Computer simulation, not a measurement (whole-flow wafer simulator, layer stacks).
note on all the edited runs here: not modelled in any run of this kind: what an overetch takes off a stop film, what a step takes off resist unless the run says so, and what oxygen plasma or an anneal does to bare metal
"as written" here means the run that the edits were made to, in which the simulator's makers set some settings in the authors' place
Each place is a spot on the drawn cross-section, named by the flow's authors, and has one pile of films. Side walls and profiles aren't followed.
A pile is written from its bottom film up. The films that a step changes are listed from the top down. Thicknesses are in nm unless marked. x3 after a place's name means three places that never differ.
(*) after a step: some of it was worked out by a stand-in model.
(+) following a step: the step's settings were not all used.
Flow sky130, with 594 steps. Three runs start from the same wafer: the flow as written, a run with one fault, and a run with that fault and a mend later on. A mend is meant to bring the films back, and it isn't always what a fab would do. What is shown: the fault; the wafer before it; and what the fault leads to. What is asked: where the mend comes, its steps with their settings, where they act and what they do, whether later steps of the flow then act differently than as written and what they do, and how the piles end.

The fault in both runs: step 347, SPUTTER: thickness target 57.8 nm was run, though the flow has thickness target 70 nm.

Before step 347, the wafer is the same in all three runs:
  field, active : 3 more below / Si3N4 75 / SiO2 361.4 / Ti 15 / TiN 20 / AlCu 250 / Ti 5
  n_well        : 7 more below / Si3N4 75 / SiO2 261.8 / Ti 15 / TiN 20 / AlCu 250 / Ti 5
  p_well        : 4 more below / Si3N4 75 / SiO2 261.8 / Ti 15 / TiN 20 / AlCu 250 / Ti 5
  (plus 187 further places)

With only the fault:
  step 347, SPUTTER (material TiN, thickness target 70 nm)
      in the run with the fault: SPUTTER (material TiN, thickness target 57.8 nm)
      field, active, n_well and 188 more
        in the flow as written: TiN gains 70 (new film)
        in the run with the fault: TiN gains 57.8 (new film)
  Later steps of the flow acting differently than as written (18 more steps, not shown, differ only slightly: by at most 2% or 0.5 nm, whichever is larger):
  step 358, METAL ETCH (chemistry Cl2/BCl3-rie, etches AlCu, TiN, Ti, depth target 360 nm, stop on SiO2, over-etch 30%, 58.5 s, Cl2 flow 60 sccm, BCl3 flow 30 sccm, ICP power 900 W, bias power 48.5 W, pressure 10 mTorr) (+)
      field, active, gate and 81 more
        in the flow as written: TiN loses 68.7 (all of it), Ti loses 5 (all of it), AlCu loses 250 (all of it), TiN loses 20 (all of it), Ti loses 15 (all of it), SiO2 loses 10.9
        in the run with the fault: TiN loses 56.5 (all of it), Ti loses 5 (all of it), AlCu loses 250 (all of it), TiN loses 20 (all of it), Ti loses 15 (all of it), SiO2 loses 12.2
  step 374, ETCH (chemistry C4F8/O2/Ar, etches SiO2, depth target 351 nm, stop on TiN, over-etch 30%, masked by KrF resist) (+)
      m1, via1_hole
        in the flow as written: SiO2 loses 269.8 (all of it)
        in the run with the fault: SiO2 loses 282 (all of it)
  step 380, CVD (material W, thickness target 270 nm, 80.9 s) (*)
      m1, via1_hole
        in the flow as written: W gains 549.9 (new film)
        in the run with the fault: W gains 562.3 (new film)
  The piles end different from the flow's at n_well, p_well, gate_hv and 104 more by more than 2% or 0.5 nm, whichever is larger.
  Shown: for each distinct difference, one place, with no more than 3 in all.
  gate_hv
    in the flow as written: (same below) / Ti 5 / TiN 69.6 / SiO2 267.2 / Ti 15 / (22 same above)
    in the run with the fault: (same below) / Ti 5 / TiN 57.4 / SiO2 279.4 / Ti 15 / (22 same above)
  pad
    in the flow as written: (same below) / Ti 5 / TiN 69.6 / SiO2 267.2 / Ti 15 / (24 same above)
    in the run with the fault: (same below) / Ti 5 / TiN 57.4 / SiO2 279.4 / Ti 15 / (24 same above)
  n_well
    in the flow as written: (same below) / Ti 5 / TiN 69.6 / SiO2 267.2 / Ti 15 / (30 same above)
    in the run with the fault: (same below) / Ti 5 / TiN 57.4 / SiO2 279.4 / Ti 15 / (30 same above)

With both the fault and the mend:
  The mend follows step 347.
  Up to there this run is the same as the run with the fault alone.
  step 347a, SPUTTER (material TiN, thickness target 12.2 nm) (a further turn of the flow's step 347, with different settings)
      field, active, n_well and 188 more
        TiN gains 12.2
  Later steps of the flow that are run all act as written at every place that is followed, up to a difference of at most 2% or 0.5 nm, whichever is larger.
  The piles end the same as the flow's at every place that both follow.
